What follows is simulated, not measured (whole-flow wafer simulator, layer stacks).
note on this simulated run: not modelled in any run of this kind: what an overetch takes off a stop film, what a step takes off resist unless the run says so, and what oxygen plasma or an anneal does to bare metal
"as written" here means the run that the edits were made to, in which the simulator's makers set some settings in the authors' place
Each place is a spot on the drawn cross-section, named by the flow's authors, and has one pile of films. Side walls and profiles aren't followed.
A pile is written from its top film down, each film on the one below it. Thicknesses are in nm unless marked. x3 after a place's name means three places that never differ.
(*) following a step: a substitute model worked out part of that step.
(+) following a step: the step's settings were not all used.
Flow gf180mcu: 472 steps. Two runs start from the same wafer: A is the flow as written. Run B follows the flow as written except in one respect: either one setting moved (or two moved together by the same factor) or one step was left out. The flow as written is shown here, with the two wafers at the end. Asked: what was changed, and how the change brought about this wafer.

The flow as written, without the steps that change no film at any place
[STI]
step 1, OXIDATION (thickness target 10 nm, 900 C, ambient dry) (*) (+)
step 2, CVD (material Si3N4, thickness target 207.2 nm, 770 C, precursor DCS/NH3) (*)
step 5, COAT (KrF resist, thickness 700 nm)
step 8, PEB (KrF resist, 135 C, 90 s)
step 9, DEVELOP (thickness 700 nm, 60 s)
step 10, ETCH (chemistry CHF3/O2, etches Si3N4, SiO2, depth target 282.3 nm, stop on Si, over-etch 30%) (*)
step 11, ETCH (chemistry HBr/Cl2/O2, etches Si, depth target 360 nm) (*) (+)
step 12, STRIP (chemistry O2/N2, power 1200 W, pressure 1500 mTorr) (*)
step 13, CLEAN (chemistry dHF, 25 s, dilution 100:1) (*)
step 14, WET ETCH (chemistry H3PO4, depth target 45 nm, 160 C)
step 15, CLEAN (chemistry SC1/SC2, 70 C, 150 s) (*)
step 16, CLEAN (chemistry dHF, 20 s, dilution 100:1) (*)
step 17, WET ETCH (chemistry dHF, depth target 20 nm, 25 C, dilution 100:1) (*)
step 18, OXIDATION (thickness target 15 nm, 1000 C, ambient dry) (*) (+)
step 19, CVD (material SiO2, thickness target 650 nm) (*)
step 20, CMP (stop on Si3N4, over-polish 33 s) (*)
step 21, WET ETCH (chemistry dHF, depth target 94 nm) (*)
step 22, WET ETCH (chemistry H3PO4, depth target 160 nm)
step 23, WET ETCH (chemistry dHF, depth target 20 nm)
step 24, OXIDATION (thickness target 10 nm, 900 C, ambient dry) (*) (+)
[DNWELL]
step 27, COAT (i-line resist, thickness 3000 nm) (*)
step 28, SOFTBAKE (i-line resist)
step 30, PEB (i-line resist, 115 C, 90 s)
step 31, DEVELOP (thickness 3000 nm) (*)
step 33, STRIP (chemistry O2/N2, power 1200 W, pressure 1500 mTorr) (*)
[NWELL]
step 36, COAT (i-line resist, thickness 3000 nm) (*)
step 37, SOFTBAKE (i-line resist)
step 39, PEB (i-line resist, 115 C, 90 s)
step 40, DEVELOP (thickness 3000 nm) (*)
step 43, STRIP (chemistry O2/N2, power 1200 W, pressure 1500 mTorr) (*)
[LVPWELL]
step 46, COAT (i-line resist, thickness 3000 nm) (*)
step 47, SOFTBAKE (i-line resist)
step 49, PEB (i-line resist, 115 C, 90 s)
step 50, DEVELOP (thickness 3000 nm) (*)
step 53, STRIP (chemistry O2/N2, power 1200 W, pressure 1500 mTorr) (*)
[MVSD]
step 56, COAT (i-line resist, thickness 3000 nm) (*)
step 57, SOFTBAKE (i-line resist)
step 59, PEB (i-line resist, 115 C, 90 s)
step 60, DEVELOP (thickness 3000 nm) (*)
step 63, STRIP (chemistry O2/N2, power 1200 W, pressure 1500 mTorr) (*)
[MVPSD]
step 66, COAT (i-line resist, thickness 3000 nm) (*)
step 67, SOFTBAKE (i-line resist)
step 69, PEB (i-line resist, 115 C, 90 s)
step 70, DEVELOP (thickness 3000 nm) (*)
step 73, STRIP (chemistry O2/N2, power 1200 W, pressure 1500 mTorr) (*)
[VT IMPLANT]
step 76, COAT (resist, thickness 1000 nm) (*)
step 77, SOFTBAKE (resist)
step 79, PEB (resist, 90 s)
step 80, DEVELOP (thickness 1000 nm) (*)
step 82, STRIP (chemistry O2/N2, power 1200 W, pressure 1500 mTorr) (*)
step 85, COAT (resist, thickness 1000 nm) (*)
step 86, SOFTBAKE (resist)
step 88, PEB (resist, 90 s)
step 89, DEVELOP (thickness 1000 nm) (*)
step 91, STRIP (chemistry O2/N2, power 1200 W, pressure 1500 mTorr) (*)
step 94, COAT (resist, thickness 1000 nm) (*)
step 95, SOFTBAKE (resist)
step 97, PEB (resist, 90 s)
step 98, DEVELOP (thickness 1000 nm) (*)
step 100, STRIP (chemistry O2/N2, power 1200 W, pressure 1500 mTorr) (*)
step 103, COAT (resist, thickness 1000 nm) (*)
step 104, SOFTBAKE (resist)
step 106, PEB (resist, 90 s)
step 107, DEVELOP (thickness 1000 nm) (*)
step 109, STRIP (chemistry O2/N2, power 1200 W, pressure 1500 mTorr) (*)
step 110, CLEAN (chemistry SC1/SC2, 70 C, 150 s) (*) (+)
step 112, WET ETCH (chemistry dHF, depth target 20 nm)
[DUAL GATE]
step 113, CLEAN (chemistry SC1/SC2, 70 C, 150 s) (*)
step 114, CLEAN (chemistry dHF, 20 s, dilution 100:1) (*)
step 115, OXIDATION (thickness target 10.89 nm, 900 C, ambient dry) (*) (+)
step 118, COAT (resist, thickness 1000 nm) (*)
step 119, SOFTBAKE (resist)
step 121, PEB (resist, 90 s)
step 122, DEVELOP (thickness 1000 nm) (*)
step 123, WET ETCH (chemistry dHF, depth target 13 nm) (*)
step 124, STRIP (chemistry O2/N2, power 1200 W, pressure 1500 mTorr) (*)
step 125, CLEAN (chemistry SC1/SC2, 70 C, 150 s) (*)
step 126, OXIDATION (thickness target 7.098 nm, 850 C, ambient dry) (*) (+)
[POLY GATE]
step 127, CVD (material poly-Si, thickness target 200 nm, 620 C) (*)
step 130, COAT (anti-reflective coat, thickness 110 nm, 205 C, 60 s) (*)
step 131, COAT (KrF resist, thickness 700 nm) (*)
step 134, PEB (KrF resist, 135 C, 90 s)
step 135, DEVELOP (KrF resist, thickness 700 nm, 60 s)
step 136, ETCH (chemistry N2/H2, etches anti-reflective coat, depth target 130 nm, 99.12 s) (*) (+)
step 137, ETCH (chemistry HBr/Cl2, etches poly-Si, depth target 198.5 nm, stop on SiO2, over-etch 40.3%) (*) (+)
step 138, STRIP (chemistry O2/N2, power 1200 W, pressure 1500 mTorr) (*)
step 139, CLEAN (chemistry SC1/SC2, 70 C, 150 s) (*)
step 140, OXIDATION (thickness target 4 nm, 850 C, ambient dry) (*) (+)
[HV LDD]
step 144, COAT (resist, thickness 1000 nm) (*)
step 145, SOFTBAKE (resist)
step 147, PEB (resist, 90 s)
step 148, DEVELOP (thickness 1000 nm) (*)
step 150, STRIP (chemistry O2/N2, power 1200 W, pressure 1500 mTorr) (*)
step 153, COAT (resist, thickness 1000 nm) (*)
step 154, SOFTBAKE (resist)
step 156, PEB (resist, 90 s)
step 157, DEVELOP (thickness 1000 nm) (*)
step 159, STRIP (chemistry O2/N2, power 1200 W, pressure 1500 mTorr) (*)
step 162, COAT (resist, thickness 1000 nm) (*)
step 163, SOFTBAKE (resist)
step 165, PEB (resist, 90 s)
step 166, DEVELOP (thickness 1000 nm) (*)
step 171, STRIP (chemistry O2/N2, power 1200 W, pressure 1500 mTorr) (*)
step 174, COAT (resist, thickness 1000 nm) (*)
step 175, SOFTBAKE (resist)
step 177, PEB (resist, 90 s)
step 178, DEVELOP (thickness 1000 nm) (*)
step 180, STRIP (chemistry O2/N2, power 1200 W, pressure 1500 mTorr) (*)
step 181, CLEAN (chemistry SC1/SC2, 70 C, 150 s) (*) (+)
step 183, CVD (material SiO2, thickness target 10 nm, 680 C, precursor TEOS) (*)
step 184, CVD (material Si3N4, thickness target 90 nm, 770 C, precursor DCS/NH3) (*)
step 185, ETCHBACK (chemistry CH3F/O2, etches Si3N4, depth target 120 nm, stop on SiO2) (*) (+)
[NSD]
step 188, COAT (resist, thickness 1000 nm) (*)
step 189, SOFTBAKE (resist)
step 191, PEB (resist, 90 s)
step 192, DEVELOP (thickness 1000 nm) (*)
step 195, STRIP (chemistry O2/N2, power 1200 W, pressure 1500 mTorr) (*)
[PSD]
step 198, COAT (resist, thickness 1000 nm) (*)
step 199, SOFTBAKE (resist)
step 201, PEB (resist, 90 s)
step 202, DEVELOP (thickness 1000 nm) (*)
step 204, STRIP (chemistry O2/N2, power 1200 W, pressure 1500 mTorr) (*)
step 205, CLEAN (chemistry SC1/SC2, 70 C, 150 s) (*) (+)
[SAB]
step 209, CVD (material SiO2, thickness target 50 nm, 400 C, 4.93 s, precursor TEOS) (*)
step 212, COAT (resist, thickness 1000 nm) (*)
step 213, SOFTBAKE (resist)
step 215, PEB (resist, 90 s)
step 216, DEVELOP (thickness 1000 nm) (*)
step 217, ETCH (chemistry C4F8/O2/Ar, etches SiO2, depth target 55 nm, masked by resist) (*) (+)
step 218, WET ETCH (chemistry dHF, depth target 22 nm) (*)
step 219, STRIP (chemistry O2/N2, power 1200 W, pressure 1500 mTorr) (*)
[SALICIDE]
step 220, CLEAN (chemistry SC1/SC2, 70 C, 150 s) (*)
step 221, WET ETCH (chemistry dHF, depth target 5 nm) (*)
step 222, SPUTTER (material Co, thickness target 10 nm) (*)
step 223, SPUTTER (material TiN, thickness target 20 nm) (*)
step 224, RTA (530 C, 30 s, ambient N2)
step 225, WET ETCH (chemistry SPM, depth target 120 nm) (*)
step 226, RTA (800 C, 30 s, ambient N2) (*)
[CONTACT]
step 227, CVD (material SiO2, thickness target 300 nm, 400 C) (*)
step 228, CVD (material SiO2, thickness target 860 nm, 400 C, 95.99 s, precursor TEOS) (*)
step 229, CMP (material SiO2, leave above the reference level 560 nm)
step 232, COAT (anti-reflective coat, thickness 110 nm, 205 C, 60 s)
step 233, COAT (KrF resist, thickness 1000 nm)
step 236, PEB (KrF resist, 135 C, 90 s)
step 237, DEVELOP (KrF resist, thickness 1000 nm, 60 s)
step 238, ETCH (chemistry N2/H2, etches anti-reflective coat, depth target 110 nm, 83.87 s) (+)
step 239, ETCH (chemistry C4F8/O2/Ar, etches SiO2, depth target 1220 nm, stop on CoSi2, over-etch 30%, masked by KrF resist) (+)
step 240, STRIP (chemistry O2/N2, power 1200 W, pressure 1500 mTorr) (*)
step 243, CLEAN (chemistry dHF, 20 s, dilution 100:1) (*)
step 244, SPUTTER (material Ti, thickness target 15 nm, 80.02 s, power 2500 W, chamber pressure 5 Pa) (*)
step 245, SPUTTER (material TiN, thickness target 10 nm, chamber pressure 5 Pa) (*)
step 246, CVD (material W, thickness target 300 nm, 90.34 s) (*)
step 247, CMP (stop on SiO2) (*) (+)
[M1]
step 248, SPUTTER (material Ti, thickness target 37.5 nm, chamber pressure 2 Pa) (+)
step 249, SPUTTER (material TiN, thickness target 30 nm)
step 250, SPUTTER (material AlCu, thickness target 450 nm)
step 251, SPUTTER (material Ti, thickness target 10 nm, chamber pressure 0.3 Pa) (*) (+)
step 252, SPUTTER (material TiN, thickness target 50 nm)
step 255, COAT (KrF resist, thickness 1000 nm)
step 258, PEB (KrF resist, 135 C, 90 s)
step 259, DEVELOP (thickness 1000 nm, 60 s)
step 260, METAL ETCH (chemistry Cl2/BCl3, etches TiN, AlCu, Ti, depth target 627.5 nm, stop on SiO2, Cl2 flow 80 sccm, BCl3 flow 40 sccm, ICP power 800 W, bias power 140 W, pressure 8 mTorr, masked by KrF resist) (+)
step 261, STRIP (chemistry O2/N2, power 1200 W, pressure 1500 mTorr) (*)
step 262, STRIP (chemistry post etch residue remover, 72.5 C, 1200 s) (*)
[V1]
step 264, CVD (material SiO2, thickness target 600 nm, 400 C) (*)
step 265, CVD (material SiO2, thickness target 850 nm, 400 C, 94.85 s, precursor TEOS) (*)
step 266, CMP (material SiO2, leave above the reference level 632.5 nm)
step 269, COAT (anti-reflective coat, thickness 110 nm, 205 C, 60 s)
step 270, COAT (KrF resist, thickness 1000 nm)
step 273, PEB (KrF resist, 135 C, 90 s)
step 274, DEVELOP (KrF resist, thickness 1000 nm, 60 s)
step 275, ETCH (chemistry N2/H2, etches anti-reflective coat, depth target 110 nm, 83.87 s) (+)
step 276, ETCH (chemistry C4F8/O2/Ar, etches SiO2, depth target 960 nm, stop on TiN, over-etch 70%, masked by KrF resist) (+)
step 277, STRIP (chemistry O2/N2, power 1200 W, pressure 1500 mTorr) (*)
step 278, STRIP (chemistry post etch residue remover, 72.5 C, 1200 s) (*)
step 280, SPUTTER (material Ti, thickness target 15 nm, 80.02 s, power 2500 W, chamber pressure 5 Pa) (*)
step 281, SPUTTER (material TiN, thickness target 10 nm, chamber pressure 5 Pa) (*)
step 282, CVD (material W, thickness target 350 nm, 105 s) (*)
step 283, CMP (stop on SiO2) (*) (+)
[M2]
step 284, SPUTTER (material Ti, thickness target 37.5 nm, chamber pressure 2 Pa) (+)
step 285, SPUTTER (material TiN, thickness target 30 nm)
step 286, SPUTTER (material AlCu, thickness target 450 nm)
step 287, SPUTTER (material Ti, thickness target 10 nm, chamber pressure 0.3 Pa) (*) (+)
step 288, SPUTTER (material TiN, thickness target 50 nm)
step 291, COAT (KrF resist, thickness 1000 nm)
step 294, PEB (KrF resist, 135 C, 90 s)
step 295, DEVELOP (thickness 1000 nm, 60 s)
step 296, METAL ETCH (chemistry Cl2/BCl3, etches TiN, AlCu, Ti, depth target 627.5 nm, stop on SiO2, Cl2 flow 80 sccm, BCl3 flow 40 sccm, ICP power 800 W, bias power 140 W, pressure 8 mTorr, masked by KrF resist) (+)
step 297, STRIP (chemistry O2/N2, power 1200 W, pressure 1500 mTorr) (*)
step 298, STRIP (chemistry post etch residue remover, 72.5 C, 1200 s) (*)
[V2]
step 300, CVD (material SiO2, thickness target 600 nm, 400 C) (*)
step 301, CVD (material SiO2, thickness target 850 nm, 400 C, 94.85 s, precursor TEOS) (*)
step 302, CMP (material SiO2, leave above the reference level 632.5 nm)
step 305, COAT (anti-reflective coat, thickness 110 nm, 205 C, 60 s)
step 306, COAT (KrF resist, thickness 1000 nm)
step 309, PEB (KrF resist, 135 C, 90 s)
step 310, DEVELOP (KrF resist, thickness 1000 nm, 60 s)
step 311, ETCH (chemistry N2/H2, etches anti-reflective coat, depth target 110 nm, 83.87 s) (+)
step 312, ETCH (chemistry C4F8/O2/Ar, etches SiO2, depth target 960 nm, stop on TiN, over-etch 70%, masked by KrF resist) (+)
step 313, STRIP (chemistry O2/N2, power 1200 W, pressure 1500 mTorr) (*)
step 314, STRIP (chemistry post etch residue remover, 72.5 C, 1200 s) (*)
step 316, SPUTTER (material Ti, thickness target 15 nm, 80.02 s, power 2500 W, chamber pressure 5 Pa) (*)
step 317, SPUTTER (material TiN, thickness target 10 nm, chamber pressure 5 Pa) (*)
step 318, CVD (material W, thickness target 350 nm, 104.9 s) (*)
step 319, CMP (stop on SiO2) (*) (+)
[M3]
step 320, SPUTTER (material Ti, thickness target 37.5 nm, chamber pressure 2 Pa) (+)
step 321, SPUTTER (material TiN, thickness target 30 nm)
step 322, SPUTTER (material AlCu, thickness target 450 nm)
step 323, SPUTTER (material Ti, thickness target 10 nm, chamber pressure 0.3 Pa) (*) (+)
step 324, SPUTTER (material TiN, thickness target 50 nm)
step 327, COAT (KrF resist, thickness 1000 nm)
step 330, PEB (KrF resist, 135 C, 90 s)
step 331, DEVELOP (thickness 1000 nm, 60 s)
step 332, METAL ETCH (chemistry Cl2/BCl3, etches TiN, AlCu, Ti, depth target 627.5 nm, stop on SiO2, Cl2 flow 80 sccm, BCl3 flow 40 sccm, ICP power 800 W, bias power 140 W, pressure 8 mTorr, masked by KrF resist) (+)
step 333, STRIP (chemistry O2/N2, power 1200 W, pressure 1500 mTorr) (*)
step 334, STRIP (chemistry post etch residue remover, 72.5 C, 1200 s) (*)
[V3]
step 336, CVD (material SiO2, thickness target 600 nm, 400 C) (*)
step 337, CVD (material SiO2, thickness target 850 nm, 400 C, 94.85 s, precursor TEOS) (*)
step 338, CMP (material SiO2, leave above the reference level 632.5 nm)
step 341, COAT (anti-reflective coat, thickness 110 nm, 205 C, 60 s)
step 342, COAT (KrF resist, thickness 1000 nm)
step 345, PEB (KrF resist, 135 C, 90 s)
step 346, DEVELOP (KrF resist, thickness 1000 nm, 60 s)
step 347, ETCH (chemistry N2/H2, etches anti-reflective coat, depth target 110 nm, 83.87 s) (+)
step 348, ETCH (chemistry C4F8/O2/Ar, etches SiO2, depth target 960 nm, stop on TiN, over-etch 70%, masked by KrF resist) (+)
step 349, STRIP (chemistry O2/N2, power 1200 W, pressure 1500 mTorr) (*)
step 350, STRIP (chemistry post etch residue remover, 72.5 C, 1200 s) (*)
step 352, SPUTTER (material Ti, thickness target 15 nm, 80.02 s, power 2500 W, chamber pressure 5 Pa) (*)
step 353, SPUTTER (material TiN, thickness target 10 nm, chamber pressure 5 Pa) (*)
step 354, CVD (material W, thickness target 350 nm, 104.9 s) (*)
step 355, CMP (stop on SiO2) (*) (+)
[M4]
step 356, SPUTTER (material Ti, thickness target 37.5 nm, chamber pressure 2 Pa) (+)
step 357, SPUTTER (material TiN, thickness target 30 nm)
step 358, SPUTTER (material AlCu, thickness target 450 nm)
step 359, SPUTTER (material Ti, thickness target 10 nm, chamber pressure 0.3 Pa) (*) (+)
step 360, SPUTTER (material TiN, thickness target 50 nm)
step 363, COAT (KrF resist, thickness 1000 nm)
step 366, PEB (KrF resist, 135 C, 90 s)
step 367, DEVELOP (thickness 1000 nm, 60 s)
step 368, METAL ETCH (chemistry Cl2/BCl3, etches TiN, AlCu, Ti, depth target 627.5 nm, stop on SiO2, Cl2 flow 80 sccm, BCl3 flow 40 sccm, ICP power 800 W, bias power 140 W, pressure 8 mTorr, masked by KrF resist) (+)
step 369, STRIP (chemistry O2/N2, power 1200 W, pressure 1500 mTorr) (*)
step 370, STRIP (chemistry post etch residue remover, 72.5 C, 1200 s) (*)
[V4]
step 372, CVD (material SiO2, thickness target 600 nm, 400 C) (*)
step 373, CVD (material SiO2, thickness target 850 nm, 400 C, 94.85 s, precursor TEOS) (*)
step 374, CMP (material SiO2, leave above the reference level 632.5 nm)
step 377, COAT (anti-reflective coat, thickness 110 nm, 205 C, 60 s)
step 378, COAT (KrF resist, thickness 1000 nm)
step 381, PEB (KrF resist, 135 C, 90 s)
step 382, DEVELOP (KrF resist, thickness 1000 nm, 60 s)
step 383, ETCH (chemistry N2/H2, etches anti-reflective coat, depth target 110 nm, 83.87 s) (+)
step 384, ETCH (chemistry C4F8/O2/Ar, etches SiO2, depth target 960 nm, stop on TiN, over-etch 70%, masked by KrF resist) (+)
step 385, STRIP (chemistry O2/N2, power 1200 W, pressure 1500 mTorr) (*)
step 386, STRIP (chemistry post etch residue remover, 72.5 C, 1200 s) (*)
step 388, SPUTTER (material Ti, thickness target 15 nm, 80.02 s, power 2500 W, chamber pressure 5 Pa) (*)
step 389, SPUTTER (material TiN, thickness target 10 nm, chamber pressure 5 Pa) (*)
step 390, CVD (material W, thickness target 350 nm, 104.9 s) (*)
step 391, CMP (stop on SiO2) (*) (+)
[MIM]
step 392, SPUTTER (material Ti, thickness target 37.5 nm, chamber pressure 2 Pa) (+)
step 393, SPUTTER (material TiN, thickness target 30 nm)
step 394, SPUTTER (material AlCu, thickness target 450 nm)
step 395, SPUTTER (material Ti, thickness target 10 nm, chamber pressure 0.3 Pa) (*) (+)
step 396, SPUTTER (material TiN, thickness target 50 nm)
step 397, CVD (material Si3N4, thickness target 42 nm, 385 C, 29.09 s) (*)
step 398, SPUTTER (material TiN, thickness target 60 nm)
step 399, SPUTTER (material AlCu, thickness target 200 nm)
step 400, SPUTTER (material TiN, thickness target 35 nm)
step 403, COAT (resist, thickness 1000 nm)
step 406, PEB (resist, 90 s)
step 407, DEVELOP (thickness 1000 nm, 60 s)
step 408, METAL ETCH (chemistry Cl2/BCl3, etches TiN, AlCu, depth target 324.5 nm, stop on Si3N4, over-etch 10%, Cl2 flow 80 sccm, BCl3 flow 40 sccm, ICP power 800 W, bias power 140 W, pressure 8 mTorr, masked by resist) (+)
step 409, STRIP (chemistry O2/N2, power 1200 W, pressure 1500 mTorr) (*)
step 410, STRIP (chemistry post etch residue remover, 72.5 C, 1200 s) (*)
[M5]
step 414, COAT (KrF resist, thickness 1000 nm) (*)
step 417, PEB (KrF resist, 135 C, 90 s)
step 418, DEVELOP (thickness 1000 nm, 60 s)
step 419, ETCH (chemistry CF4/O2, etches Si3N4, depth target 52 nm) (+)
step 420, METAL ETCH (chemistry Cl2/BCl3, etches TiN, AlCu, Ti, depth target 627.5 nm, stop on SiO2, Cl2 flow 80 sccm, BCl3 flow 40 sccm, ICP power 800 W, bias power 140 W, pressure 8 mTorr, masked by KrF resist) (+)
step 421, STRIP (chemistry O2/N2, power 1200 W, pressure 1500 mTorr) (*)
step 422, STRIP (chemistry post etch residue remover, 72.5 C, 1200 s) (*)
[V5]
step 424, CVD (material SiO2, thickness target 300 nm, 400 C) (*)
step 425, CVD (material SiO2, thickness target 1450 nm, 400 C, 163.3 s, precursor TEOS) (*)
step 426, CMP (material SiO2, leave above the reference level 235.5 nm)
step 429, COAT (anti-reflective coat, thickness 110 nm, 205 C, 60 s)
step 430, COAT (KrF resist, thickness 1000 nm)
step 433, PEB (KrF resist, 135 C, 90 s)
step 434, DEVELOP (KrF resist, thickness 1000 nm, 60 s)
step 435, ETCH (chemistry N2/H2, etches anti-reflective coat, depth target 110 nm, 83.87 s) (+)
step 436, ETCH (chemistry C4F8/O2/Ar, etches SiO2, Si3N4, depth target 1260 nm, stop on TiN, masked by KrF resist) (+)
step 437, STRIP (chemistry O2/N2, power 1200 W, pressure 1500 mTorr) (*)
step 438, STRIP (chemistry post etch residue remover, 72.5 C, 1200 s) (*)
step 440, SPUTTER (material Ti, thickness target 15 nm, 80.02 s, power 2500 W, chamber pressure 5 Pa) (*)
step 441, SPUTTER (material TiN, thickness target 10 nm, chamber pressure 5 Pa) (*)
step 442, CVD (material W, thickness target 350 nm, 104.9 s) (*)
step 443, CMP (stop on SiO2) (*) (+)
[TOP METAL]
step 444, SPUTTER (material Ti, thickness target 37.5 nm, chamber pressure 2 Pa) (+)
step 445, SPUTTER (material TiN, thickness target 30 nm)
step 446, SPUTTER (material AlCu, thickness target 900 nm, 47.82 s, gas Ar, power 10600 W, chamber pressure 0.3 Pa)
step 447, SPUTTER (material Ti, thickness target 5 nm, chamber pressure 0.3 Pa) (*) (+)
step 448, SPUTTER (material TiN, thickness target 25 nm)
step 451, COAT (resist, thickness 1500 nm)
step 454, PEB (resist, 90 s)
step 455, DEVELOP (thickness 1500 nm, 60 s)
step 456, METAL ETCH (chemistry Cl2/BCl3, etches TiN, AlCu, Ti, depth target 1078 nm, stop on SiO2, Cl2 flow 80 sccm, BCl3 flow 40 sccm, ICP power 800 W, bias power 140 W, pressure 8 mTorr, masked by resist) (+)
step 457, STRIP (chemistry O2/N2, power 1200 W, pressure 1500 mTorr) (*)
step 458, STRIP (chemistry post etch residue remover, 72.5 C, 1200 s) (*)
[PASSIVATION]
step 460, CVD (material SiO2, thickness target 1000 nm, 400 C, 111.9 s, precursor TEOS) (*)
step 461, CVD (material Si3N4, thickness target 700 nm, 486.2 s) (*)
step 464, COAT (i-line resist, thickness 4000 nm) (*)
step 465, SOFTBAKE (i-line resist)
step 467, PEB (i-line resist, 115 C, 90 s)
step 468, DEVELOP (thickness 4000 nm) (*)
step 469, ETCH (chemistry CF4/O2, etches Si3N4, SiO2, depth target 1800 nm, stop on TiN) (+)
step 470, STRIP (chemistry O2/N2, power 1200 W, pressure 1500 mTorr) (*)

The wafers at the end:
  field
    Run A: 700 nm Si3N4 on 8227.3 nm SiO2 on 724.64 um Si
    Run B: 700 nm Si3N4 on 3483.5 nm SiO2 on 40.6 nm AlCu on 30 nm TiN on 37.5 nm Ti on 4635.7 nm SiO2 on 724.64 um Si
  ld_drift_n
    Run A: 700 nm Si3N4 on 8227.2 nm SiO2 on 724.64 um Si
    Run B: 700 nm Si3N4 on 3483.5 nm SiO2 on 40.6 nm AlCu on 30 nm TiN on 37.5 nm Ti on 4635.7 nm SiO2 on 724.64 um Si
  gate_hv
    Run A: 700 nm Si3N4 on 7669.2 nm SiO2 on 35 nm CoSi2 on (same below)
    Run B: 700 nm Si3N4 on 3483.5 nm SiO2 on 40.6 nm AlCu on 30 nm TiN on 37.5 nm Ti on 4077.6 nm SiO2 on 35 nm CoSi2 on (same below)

Cause: step 368, METAL ETCH: depth target 463.7 nm was run, though the flow has depth target 627.5 nm.

The path from the change to this, step by step:
  step 368, METAL ETCH (chemistry Cl2/BCl3, etches TiN, AlCu, Ti, depth target 627.5 nm, stop on SiO2, Cl2 flow 80 sccm, BCl3 flow 40 sccm, ICP power 800 W, bias power 140 W, pressure 8 mTorr, masked by KrF resist) (+)
      field, field__w1, field__w2 and 103 more: A -50 TiN (all of it), -10 Ti (all of it), -450 AlCu (all of it), -30 TiN (all of it), -37.5 Ti (all of it) | B -50 TiN (all of it), -10 Ti (all of it), -403.7 AlCu
      field__w8, contact, m1, m1__w1, m1_nw: A -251 KrF resist | B -185.5 KrF resist
  step 369, STRIP (chemistry O2/N2, power 1200 W, pressure 1500 mTorr) (*)
      field__w8, contact, m1, m1__w1, m1_nw: A -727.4 KrF resist (all of it) | B -792.9 KrF resist (all of it)
  step 370, STRIP (chemistry post etch residue remover, 72.5 C, 1200 s) (*)
      field, field__w1, field__w2 and 103 more: A nothing | B -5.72 AlCu
  step 372, CVD (material SiO2, thickness target 600 nm, 400 C) (*)
      field, field__w1, field__w2 and 103 more: A +600 SiO2 | B +600 SiO2 (new film)
  step 374, CMP (material SiO2, leave above the reference level 632.5 nm)
      field, field__w1, field__w2 and 103 more: A -300 SiO2 | B -408.1 SiO2
With metal films that touch counted as one body, field has 1 body; the flow as written gives 0 bodies.
With metal films that touch counted as one body, ld_drift_n has 1 body; the flow as written gives 0 bodies.
With metal films that touch counted as one body, gate_hv has 2 bodies (between them, from the top down: SiO2 4077.6); the flow as written gives 1 body.
